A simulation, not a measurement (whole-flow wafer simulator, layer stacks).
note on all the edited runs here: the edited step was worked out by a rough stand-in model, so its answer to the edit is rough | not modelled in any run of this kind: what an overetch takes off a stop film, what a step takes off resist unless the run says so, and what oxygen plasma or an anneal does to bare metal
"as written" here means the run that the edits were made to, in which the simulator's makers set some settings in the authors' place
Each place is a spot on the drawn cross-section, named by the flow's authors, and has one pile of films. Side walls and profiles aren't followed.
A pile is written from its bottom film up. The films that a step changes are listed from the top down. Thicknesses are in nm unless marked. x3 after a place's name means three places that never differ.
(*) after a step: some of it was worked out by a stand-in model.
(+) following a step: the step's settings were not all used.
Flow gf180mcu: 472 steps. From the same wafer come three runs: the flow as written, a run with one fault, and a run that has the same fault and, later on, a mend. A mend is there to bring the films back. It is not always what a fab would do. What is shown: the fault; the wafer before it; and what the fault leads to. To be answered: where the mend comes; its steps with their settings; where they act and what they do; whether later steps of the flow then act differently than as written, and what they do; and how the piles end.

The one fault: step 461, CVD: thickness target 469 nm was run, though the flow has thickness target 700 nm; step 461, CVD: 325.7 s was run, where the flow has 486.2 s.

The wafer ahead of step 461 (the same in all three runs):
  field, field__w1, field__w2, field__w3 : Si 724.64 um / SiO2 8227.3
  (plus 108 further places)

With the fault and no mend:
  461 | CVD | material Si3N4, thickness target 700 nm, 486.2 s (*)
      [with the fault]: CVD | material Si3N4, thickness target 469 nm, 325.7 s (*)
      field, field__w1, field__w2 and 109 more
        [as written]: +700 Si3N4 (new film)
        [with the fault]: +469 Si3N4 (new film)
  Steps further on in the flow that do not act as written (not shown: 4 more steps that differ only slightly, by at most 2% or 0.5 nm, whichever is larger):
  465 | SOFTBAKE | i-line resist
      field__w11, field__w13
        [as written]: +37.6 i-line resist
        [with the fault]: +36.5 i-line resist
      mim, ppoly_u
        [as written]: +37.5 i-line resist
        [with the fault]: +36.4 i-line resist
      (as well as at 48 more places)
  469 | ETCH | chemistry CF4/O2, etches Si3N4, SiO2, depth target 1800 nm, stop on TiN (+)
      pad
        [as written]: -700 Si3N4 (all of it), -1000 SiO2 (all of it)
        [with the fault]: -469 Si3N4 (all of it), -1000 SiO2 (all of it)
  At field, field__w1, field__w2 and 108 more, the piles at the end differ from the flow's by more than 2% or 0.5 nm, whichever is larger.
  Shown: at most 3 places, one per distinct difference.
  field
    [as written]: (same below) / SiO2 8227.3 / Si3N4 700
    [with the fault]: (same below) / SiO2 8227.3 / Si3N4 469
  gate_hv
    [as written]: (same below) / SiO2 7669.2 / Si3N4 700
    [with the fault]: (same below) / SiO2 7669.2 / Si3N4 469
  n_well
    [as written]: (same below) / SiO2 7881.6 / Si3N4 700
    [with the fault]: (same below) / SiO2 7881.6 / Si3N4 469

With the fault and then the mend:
  The mend stands after step 468.
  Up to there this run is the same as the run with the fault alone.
  468a | STRIP | chemistry O2/N2, power 2160 W, pressure 1700 mTorr (*)
      iso_ptap_pw, iso_ntap_nw, iso_nw_fld and 33 more
        -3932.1 i-line resist (all of it)
      p_well, sti, spacer, sd_n, mim_1p0, dice_street
        -3938.1 i-line resist (all of it)
      field__w2, field__w3, field__w6
        -3985 i-line resist (all of it)
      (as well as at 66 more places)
  468b | CVD | material Si3N4, thickness target 231 nm, 160.4 s (*) (the flow's step 461 again, with other settings)
      field, field__w1, field__w2 and 109 more
        +231.1 Si3N4
  468c | HMDS | 120 C, 60 s (the flow's step 463 again)
      leaves every film unchanged at each place that is followed
  468d | COAT | i-line resist, thickness 4000 nm (*) (the flow's step 464 again)
      iso_ptap_pw, iso_ntap_nw, iso_nw_fld and 33 more
        +4000 i-line resist (new film)
      field__w5, field__w9, field__w11, field__w13, gate_p_hv, nplus_u
        +4017 i-line resist (new film)
      p_well, sti, spacer, sd_n, mim_1p0, dice_street
        +4006.3 i-line resist (new film)
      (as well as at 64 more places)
  468e | SOFTBAKE | i-line resist (the flow's step 465 again)
      field__w11, field__w13, mim, ppoly_u
        +37.5 i-line resist
      ld_fp_p, ld_drift_p, ld_drn_p
        +33.8 i-line resist
      field__w2, field_sub__w3
        +33.3 i-line resist
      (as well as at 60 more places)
  468f | EXPOSE | photomask Pad (the flow's step 466 again)
      leaves every film unchanged at each place that is followed
  468g | PEB | i-line resist, 115 C, 93.9 s (the flow's step 467 again)
      iso_ptap_pw, iso_ntap_nw, iso_nw_fld and 33 more
        -67.9 i-line resist
      field, field__w2, field__w3 and 25 more
        -68.8 i-line resist
      field_sub, field_sub__w1, field_sub__w2 and 23 more
        -68.7 i-line resist
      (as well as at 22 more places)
  468h | DEVELOP | thickness 4000 nm (*) (the flow's step 468 again)
      field__w7, field__w9, field_sub__w1 and 13 more
        -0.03 i-line resist
      pad
        -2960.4 i-line resist (all of it)
  None of the later steps of the flow differs from how it acts as written, at any place that is followed, by more than 2% or 0.5 nm, whichever is larger.
  When the end is reached, the piles differ only a little from the flow's at the places that both follow, at most by 2% or 0.5 nm, whichever is larger.
